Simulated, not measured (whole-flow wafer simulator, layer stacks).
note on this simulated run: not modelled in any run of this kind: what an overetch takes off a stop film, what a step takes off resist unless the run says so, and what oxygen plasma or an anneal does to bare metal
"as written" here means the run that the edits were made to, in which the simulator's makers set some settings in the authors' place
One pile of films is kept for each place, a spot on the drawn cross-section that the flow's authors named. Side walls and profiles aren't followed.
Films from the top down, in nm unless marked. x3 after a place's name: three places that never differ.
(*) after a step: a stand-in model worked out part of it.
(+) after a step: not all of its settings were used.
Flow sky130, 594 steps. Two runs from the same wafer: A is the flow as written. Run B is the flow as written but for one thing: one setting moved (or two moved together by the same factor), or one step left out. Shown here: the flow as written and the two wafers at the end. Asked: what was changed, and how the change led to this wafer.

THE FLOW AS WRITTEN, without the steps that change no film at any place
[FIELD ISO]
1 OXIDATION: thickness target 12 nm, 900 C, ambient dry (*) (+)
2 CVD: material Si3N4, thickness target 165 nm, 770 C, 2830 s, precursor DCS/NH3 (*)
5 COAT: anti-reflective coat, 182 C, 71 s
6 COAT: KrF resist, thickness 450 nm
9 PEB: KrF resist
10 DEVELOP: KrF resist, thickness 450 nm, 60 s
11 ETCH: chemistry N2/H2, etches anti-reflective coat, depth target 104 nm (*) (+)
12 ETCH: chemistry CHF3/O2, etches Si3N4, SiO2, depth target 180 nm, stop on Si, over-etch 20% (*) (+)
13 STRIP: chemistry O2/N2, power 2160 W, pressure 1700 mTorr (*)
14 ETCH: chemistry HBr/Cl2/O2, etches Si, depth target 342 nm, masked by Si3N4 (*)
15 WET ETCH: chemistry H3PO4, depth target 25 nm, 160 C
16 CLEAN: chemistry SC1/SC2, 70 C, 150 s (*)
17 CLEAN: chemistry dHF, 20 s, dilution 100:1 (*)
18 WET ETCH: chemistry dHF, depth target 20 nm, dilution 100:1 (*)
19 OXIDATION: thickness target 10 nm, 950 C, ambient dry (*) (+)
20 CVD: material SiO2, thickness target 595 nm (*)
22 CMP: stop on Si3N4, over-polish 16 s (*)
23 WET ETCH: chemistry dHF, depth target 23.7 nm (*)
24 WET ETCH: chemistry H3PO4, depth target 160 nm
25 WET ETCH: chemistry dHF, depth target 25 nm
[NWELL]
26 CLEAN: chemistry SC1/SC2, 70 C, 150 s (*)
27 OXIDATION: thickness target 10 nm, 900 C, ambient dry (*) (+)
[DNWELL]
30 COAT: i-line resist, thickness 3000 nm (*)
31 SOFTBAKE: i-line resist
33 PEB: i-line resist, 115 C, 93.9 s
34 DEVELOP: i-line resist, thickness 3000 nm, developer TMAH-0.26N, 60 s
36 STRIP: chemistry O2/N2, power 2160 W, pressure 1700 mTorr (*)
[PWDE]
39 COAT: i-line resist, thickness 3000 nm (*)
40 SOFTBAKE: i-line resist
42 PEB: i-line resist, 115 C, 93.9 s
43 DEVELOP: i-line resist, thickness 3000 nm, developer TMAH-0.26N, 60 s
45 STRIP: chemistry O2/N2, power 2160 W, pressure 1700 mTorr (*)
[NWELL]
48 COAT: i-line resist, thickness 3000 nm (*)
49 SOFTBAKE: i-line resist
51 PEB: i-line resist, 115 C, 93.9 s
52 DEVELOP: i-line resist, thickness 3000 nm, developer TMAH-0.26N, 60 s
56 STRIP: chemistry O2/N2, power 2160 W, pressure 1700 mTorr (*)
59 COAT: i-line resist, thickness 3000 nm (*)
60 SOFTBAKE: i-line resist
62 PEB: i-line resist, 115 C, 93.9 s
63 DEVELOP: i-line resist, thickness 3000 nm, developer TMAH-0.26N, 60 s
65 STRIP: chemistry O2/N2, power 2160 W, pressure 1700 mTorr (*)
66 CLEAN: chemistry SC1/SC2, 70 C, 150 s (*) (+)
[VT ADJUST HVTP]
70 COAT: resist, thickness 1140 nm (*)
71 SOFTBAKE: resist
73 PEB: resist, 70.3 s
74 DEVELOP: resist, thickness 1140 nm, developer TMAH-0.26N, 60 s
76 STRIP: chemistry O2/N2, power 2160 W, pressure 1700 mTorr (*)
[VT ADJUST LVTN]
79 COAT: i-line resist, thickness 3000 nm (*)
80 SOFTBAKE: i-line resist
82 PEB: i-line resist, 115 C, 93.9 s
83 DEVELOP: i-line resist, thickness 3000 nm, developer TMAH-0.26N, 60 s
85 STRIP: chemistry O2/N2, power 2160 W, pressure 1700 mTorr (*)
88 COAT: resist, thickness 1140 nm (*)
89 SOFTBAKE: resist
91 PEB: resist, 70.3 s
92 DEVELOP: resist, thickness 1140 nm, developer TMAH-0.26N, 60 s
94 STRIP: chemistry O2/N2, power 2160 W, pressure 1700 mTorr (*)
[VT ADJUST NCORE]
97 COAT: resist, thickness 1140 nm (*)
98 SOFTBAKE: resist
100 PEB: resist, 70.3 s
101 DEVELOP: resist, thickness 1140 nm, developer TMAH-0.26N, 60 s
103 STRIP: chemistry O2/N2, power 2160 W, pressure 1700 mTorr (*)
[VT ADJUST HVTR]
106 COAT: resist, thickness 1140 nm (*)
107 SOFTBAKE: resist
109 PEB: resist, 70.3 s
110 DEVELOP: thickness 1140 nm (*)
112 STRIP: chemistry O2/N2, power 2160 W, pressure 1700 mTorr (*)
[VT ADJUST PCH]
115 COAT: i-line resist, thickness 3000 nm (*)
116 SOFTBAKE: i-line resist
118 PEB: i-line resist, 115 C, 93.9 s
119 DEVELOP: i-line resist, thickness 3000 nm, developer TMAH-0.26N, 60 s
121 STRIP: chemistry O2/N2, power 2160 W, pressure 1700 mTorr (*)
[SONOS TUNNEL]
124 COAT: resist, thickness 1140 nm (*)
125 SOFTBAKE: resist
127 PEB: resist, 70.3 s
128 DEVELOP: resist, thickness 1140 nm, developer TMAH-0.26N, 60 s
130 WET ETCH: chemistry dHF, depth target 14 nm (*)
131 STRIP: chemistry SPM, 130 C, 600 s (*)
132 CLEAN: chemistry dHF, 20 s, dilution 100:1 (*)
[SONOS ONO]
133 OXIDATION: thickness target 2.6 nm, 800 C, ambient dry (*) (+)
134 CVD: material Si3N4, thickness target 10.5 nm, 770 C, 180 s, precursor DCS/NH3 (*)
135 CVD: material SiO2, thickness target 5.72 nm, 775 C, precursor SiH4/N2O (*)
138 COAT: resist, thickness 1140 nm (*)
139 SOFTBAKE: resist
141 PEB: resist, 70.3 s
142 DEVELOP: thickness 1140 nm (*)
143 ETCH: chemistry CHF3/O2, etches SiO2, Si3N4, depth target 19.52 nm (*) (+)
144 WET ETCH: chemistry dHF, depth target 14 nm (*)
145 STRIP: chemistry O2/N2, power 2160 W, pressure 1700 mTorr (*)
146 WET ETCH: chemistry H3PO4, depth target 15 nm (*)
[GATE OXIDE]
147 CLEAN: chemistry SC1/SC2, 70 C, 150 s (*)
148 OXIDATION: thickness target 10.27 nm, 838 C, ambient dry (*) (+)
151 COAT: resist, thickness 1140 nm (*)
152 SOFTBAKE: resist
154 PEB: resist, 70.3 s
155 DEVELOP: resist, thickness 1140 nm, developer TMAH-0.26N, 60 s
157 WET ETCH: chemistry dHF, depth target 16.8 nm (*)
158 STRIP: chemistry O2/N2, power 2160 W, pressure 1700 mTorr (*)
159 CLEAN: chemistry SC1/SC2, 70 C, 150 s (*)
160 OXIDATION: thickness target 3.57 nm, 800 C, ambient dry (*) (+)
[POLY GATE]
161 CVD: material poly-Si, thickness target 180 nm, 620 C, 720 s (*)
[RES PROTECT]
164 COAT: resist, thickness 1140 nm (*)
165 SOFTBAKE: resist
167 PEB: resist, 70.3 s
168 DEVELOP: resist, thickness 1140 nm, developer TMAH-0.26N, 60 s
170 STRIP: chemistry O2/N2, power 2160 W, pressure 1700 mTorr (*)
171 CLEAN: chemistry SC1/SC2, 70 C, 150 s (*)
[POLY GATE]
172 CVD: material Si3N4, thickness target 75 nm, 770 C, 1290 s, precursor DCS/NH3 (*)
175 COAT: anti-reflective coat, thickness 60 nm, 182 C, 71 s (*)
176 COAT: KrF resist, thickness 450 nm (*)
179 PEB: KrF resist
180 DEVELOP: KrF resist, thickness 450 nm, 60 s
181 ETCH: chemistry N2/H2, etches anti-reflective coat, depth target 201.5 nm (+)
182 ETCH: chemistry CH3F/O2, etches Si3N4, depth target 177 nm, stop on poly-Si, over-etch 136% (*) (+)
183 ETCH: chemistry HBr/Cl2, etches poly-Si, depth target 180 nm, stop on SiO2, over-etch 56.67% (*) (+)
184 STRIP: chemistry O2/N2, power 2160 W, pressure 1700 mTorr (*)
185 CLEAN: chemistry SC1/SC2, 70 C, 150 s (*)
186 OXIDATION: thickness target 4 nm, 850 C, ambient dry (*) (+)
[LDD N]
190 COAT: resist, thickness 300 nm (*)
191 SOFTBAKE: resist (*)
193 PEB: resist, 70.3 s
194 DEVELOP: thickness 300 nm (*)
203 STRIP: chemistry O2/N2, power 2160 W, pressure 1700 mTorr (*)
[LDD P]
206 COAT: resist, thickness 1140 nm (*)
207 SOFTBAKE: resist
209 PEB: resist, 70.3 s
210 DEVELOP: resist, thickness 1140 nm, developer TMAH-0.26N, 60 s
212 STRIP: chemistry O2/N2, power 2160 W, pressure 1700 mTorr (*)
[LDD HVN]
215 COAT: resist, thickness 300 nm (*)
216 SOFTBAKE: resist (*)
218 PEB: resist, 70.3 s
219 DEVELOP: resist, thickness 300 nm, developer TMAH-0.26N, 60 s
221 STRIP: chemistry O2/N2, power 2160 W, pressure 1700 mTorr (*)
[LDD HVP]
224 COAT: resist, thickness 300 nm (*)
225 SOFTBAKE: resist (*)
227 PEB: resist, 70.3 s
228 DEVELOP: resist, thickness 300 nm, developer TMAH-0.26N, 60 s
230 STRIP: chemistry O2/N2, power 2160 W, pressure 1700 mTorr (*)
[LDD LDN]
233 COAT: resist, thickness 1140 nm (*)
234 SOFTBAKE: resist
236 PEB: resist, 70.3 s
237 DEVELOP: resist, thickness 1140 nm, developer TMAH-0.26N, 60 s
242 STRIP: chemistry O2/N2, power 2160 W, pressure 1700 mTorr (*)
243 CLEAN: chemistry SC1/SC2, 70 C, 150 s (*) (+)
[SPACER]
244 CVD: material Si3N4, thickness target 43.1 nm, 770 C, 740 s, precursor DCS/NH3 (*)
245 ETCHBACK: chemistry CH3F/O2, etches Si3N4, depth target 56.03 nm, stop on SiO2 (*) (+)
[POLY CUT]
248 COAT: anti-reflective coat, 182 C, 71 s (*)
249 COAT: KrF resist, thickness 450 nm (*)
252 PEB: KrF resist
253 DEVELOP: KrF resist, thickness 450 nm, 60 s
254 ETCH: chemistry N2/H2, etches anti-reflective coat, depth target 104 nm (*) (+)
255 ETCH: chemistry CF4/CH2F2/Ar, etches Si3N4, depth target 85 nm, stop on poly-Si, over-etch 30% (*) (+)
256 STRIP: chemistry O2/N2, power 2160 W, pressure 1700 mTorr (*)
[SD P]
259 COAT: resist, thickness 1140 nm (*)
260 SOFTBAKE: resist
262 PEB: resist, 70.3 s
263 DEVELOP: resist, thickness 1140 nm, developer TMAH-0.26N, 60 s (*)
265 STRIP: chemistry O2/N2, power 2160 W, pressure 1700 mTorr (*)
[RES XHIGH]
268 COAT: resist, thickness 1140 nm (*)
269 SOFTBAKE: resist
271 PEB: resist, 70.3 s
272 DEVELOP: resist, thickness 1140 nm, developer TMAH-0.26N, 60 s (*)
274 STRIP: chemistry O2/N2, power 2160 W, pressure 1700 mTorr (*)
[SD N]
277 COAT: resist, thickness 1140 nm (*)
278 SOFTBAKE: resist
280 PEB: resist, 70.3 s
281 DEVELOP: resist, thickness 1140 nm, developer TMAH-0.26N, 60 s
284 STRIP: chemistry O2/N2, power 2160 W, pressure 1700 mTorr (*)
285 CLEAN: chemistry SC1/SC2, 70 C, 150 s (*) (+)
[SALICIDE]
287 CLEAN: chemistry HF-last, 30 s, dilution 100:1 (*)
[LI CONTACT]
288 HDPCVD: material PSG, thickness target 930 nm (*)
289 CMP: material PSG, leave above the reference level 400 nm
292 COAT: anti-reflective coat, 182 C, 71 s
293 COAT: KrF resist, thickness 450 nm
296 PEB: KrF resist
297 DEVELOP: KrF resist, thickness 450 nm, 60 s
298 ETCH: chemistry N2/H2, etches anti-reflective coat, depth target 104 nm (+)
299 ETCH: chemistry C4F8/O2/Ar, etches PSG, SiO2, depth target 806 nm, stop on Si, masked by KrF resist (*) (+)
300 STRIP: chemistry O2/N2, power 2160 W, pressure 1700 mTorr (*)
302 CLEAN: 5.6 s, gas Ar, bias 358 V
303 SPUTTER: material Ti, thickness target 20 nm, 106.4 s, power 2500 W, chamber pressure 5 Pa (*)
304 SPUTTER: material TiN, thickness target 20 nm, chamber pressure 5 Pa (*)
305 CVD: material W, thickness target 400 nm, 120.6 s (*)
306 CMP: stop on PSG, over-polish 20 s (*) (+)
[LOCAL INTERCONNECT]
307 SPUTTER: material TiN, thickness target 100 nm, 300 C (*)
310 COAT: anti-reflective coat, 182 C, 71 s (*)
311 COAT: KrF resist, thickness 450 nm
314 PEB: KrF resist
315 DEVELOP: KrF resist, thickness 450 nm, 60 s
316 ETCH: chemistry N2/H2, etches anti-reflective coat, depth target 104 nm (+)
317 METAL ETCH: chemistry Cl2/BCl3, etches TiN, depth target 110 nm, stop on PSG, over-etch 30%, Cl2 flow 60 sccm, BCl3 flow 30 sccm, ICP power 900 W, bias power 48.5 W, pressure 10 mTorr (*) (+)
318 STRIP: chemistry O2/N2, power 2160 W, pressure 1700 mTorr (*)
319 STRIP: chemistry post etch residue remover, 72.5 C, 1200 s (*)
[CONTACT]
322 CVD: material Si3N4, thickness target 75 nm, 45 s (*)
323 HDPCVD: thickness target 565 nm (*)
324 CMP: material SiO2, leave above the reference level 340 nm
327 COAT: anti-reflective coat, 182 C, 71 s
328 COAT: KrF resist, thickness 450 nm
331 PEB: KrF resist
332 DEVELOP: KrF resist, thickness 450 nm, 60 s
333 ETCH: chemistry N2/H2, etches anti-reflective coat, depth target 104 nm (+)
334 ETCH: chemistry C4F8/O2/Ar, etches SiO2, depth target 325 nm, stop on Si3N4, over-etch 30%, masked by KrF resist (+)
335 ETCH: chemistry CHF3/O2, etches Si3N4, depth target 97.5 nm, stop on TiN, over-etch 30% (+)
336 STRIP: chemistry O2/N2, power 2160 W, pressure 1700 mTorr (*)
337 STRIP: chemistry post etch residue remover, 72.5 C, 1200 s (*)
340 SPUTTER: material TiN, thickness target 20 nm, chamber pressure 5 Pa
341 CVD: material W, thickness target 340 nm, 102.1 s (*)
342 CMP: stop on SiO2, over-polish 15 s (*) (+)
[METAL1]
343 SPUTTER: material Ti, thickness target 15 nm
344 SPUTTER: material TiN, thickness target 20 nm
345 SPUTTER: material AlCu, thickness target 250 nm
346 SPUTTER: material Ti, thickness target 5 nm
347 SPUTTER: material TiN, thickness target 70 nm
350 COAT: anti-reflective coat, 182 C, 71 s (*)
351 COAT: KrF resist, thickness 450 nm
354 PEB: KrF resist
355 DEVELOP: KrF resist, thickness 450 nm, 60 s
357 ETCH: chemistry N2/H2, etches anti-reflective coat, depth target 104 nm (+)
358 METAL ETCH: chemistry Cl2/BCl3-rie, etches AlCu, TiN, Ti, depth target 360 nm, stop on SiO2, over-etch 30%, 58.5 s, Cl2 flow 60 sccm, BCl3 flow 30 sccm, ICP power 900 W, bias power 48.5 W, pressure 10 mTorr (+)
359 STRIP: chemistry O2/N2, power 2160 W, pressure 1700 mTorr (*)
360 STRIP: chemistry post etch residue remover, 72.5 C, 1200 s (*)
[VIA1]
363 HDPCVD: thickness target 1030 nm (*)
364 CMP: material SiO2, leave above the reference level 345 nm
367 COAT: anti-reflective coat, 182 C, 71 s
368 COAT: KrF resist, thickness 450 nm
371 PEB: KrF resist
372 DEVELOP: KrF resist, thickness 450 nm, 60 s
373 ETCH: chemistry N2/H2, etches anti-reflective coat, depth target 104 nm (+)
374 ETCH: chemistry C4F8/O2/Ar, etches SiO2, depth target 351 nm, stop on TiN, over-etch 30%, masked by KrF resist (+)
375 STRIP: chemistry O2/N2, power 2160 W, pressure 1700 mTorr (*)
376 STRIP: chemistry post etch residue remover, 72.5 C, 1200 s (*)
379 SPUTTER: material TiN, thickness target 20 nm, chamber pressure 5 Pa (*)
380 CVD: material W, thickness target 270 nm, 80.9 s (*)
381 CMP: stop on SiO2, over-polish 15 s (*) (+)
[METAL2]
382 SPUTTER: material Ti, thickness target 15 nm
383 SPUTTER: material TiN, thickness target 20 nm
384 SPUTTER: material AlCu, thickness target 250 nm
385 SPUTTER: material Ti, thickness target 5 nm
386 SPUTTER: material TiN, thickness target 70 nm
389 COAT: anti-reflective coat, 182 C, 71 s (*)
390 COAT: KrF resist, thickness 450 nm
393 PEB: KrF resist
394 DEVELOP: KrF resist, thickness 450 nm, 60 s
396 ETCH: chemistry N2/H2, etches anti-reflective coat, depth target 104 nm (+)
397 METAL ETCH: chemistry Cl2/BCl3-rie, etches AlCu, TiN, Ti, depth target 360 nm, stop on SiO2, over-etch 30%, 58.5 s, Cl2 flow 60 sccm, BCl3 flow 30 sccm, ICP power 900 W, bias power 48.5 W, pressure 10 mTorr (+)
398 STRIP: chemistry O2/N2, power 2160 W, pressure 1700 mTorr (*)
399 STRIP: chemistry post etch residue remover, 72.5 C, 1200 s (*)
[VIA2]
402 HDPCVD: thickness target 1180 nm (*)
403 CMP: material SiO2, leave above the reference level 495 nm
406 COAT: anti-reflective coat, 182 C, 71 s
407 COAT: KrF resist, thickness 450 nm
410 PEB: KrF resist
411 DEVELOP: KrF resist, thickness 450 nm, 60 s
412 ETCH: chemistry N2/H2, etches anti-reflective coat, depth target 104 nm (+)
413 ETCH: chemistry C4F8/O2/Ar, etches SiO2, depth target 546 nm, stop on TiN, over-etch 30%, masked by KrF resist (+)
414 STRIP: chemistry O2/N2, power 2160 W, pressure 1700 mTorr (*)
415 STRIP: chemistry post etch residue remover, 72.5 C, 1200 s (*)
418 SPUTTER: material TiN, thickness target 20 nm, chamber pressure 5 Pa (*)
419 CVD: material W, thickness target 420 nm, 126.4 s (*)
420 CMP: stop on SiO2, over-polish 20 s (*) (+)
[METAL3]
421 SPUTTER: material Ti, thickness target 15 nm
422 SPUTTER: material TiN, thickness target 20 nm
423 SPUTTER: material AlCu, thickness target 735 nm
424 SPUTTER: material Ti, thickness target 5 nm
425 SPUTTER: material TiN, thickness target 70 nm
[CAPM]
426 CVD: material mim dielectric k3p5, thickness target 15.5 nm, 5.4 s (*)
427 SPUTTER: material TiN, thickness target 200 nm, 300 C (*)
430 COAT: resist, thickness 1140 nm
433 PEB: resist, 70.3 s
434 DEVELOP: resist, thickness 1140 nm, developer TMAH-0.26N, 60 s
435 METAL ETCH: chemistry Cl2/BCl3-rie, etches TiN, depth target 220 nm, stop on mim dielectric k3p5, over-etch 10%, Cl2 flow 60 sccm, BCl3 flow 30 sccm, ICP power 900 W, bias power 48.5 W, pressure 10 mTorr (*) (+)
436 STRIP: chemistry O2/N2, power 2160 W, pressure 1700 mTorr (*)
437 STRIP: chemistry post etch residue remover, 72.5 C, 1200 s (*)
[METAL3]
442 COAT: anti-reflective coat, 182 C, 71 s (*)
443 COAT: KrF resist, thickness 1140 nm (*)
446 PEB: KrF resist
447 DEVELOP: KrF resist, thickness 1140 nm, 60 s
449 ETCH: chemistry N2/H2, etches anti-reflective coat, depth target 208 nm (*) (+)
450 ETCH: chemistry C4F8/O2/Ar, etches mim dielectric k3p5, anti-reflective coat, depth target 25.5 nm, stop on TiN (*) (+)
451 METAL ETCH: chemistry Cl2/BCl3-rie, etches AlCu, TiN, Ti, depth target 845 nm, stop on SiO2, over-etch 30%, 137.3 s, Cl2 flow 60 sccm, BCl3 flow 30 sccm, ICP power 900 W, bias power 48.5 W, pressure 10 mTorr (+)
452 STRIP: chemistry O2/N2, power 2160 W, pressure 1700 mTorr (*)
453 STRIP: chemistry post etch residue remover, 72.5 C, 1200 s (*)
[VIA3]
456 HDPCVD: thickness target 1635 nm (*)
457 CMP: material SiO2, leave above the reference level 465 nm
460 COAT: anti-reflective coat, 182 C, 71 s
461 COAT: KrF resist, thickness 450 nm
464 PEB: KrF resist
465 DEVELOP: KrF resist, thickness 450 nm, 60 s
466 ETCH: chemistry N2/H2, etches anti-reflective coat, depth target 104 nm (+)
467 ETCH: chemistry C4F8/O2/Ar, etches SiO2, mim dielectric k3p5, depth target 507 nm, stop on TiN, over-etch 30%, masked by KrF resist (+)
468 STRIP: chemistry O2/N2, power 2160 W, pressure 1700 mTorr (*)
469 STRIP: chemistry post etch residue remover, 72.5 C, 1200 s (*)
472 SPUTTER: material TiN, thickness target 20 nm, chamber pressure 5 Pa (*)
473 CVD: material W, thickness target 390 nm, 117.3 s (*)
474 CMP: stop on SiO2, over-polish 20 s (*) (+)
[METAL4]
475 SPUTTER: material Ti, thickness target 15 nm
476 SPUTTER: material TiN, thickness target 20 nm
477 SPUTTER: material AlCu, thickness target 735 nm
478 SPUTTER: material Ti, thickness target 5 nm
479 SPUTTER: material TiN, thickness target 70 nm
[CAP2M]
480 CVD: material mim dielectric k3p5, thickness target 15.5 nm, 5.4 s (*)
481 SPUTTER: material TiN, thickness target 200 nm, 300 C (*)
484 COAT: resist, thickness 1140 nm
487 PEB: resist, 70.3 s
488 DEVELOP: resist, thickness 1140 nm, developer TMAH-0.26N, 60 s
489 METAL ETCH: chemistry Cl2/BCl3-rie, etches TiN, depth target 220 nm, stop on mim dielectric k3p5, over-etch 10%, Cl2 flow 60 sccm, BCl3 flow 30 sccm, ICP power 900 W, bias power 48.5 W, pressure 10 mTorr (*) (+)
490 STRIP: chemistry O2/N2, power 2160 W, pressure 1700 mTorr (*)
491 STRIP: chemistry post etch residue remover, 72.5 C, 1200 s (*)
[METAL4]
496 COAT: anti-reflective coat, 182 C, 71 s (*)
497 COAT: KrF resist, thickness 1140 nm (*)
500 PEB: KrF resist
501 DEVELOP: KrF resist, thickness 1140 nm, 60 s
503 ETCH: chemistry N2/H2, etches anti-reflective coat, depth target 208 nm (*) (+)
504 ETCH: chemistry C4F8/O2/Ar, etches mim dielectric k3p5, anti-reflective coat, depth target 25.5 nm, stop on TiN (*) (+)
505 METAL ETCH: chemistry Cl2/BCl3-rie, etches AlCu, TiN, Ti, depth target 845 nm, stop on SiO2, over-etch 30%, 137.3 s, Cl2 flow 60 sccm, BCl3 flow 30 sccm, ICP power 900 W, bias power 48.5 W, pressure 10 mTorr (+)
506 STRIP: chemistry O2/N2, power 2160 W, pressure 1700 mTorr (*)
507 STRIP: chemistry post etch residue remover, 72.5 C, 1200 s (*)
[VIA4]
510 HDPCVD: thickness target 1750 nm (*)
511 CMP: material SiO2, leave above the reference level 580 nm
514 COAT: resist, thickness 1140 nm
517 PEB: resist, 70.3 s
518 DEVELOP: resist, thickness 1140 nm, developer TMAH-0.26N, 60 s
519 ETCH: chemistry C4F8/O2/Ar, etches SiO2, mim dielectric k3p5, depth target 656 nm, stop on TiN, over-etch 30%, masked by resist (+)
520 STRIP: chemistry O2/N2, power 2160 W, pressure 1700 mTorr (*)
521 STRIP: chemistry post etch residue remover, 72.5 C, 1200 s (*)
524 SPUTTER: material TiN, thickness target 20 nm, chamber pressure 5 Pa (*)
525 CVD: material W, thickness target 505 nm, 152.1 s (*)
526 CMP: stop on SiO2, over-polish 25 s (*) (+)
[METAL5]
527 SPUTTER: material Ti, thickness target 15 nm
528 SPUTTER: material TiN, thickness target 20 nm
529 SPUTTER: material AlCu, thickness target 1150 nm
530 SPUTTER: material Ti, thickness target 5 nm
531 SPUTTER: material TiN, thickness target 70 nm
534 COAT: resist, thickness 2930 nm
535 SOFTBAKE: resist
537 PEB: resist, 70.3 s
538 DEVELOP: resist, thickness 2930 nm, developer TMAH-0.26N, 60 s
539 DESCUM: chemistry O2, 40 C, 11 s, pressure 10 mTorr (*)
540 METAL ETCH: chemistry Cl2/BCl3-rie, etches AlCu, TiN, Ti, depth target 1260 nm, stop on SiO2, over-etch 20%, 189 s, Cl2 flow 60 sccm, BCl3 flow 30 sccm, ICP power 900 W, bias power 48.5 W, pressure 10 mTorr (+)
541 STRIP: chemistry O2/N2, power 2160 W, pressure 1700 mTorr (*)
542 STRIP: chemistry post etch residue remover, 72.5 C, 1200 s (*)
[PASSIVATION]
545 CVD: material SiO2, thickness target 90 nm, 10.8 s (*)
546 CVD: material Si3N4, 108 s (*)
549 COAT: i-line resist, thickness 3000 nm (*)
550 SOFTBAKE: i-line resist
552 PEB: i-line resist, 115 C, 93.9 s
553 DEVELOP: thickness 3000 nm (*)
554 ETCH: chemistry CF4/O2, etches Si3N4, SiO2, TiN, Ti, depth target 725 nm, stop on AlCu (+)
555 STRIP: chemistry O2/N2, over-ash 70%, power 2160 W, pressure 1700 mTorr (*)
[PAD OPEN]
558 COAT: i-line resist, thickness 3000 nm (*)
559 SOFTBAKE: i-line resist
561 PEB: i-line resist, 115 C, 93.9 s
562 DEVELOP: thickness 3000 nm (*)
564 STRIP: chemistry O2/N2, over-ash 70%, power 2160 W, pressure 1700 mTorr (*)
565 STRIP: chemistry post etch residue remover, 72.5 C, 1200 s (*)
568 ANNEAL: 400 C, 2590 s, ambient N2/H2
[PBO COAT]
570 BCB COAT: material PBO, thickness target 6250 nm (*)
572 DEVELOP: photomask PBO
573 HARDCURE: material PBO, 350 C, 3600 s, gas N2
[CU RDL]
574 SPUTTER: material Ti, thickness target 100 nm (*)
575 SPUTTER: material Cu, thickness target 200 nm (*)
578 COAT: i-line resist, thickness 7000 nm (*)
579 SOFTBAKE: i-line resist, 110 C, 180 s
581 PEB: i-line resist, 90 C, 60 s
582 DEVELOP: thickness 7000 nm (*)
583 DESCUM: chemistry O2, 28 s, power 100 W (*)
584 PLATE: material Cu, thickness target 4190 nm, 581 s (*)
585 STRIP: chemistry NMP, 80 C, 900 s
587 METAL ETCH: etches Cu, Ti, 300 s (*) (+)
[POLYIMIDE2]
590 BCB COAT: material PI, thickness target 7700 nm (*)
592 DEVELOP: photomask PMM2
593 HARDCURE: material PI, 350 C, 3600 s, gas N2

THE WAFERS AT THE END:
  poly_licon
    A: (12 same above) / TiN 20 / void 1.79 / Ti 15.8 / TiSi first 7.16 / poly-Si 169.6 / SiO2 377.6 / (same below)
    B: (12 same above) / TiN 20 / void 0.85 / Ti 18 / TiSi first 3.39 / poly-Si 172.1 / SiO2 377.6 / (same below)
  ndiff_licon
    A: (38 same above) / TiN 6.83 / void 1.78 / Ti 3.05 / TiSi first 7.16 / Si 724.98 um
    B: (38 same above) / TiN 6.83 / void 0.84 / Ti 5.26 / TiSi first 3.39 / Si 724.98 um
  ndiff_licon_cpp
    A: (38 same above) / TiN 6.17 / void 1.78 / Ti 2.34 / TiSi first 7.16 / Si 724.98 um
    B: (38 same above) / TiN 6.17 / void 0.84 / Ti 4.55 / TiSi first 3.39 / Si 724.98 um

The cause: step 568, ANNEAL: 320 C was run, where the flow has 400 C.

How the change led to this, step by step:
  568 ANNEAL: 400 C, 2590 s, ambient N2/H2
      poly_licon, rpo_hd_licon: A under 11 films: void +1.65 (new film), Ti -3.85, TiSi first +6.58 (new film), poly-Si -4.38 | B under 11 films: void +0.47 (new film), Ti -1.1, TiSi first +1.88 (new film), poly-Si -1.25
      ndiff_licon, ndiff_licon_cpp: A under 37 films: void +1.63 (new film), Ti -3.85, TiSi first +6.58 (new film), Si -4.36 | B under 37 films: void +0.47 (new film), Ti -1.1, TiSi first +1.88 (new film), Si -1.24
  573 HARDCURE: material PBO, 350 C, 3600 s, gas N2
      poly_licon, rpo_hd_licon: A PBO -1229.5, void +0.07, Ti -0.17, TiSi first +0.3, poly-Si -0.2 | B PBO -1229.5, void +0.22, Ti -0.5, TiSi first +0.86, poly-Si -0.57
      ndiff_licon: A PBO -1235.4, void +0.07, Ti -0.17, TiSi first +0.3, Si -0.2 | B PBO -1235.4, void +0.21, Ti -0.5, TiSi first +0.86, Si -0.57
      (and at 1 more place)
